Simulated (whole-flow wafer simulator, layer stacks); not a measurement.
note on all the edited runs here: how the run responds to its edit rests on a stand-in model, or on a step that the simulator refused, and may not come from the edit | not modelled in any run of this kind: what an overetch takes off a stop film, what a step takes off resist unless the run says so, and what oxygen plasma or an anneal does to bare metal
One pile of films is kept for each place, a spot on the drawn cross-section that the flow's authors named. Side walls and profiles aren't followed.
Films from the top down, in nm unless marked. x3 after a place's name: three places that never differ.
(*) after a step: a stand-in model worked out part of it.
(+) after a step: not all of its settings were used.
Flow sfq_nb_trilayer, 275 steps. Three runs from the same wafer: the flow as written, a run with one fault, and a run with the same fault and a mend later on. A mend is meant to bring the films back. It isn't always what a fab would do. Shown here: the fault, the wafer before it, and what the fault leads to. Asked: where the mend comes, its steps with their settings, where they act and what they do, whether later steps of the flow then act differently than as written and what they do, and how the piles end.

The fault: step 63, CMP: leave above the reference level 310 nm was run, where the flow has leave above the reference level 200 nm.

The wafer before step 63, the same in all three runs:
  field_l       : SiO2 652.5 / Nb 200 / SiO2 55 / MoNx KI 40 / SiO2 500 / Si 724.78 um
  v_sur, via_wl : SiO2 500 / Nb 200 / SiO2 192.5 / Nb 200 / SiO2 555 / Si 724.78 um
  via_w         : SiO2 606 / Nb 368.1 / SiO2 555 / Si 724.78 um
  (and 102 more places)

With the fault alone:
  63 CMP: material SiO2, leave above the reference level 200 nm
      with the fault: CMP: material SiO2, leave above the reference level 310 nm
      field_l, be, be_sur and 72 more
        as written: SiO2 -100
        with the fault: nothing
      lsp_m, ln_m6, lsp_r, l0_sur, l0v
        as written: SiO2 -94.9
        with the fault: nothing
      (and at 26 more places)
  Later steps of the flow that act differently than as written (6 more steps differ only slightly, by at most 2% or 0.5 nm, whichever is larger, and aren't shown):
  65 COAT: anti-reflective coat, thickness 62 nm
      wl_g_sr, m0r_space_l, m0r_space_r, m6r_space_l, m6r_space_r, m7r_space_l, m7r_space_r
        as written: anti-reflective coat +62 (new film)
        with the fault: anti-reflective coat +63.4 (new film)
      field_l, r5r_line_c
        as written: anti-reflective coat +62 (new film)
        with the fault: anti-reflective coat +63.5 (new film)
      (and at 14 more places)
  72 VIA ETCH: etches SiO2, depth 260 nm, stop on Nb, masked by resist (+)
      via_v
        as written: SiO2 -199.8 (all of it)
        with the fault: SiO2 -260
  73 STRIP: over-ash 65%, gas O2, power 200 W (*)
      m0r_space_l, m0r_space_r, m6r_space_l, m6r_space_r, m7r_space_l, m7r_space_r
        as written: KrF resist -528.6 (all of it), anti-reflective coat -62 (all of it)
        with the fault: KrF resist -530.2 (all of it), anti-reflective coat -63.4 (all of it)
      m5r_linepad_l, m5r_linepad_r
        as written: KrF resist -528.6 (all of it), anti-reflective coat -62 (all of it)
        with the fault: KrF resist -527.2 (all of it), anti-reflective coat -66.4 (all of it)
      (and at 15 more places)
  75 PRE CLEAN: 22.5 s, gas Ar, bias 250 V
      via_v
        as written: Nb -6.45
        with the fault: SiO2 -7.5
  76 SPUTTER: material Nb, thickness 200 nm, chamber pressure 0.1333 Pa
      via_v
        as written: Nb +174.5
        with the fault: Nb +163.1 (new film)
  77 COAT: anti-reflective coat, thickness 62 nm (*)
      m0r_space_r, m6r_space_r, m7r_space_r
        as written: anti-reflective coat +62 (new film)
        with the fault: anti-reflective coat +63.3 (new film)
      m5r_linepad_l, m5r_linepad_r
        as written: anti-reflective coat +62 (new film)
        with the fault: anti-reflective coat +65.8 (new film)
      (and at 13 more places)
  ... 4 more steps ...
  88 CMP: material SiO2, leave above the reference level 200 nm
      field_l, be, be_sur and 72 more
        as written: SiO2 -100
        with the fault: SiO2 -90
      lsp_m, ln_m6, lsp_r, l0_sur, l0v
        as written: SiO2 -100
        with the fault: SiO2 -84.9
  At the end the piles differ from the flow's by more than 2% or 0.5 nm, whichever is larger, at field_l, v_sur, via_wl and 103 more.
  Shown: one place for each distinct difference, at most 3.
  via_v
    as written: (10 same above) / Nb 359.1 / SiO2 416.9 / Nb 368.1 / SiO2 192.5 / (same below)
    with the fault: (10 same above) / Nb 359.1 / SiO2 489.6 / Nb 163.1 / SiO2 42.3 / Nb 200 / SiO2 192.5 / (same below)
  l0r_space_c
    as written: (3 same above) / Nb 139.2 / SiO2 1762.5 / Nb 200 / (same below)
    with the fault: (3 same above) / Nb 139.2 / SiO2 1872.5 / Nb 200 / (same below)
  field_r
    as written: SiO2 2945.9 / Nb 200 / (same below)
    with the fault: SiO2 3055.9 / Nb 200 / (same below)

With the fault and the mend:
  The mend comes after step 70.
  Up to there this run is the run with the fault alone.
  70a STRIP: over-ash 65%, gas O2, power 200 W (*)
      wl_a_sr, wl_b_sl, wl_b_m5, wl_b_sr, wl_c_sl, wl_c_m6, wl_c_sr, wl_d_sl
        KrF resist -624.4 (all of it), anti-reflective coat -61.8 (all of it)
      be_r, r_sur, res, r_end, moat, p3_l2, p3_l6
        KrF resist -625.6 (all of it), anti-reflective coat -62.1 (all of it)
      c5j, ce_r, sp_r, p3_s1, l0r_space_c, l0r_line_r
        KrF resist -625.7 (all of it), anti-reflective coat -62.1 (all of it)
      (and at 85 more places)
  70b CMP: material SiO2, leave above the reference level 200 nm (the flow's step 63 once more)
      field_l, be, be_sur and 72 more
        SiO2 -100
      v_sur, via_wl, via_w and 23 more
        SiO2 -110
      lsp_m, ln_m6, lsp_r, l0_sur, l0v
        SiO2 -94.9
  70c COAT: anti-reflective coat, thickness 62 nm (the flow's step 65 once more)
      field_l, v_sur, via_wl and 103 more
        anti-reflective coat +62 (new film)
  70d COAT: KrF resist, thickness 650 nm (the flow's step 66 once more)
      field_l, v_sur, via_wl and 103 more
        KrF resist +650 (new film)
  70e SOFTBAKE: KrF resist (the flow's step 67 once more)
      changes no film at any place that is followed
  70f EXPOSE: photomask I1, dose 11.91 mJ/cm2, NA 0.6, wavelength 248 nm (*) (the flow's step 68 once more)
      changes no film at any place that is followed
  70g PEB: KrF resist, 90 s (the flow's step 69 once more)
      field_l, v_sur, via_wl and 103 more
        KrF resist -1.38
  70h DEVELOP: KrF resist, thickness 650 nm, 60 s (the flow's step 70 once more)
      field_l, v_sur, via_wl and 102 more
        KrF resist -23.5
      via_v
        KrF resist -648.6 (all of it)
  No later step of the flow acts differently than as written at any place that is followed.
  At the end the piles are the same as the flow's at every place that both follow.
